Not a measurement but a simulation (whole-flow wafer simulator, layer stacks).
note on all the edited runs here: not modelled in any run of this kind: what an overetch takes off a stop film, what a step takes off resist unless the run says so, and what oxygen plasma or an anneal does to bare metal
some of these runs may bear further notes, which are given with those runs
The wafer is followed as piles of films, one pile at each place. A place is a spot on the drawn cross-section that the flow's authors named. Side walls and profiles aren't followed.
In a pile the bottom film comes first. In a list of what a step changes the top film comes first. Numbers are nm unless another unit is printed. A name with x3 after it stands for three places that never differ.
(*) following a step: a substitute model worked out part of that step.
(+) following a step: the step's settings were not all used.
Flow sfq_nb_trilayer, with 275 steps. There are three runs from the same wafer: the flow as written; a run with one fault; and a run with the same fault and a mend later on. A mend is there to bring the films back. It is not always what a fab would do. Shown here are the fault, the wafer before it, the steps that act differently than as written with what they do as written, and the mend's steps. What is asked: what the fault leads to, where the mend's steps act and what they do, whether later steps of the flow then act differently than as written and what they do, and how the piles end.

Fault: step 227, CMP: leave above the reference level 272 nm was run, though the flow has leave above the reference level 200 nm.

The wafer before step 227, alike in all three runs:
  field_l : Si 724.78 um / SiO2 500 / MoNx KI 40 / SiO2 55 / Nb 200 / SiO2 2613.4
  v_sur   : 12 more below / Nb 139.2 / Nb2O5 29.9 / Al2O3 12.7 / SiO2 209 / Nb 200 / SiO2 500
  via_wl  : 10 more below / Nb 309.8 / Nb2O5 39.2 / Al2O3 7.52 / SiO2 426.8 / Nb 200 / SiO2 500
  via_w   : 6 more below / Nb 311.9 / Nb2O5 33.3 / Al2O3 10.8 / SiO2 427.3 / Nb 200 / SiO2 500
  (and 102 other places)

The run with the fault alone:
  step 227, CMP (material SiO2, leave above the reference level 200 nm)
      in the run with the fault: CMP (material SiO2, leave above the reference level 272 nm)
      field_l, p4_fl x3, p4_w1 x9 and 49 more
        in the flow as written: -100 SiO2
        in the run with the fault: -28 SiO2
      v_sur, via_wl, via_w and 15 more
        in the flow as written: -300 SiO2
        in the run with the fault: -228 SiO2
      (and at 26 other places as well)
  Later steps of the flow acting differently than as written (4 other steps are not shown; they differ only slightly, by no more than 2% or 0.5 nm, whichever is larger):
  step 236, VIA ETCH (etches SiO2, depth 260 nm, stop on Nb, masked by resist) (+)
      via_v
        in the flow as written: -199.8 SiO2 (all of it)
        in the run with the fault: -260 SiO2
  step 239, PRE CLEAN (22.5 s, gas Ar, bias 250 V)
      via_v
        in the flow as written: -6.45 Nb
        in the run with the fault: -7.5 SiO2
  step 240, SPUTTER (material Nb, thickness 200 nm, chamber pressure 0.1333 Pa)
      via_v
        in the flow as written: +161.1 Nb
        in the run with the fault: +146.9 Nb (new film)
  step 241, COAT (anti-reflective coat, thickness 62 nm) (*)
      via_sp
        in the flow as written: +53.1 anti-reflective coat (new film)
        in the run with the fault: +50 anti-reflective coat (new film)
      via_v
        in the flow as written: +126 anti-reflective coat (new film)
        in the run with the fault: +129.5 anti-reflective coat (new film)
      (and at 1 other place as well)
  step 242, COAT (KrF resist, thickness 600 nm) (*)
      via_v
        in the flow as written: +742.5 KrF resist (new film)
        in the run with the fault: +801.5 KrF resist (new film)
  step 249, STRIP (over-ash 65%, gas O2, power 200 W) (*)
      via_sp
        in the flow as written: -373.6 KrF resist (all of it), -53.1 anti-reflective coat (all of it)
        in the run with the fault: -369.5 KrF resist (all of it), -50 anti-reflective coat (all of it)
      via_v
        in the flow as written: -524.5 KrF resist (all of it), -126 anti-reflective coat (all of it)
        in the run with the fault: -583.4 KrF resist (all of it), -129.5 anti-reflective coat (all of it)
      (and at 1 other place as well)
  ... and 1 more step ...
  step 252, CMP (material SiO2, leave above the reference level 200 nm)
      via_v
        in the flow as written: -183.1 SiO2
        in the run with the fault: -157.1 SiO2
  By the end, the piles at field_l, v_sur, via_wl and 103 more depart from the flow's by more than 2% or 0.5 nm, whichever is larger.
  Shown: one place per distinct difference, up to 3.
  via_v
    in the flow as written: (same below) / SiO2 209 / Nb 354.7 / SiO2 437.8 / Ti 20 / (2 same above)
    in the run with the fault: (same below) / SiO2 209 / Nb 200 / SiO2 4.34 / Nb 146.9 / SiO2 513.3 / Ti 20 / (2 same above)
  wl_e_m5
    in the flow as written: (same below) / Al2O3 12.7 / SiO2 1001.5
    in the run with the fault: (same below) / Al2O3 12.7 / SiO2 1073.5
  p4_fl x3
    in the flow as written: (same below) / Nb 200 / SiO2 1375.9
    in the run with the fault: (same below) / Nb 200 / SiO2 1447.9

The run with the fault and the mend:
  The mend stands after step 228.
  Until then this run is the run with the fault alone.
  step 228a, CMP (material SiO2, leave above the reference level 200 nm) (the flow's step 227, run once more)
      field_l, v_sur, via_wl and 103 more
        -72 SiO2
  Every later step of the flow that is run acts as written at every place that is followed.
  At every place that both follow, the piles at the end match the flow's.
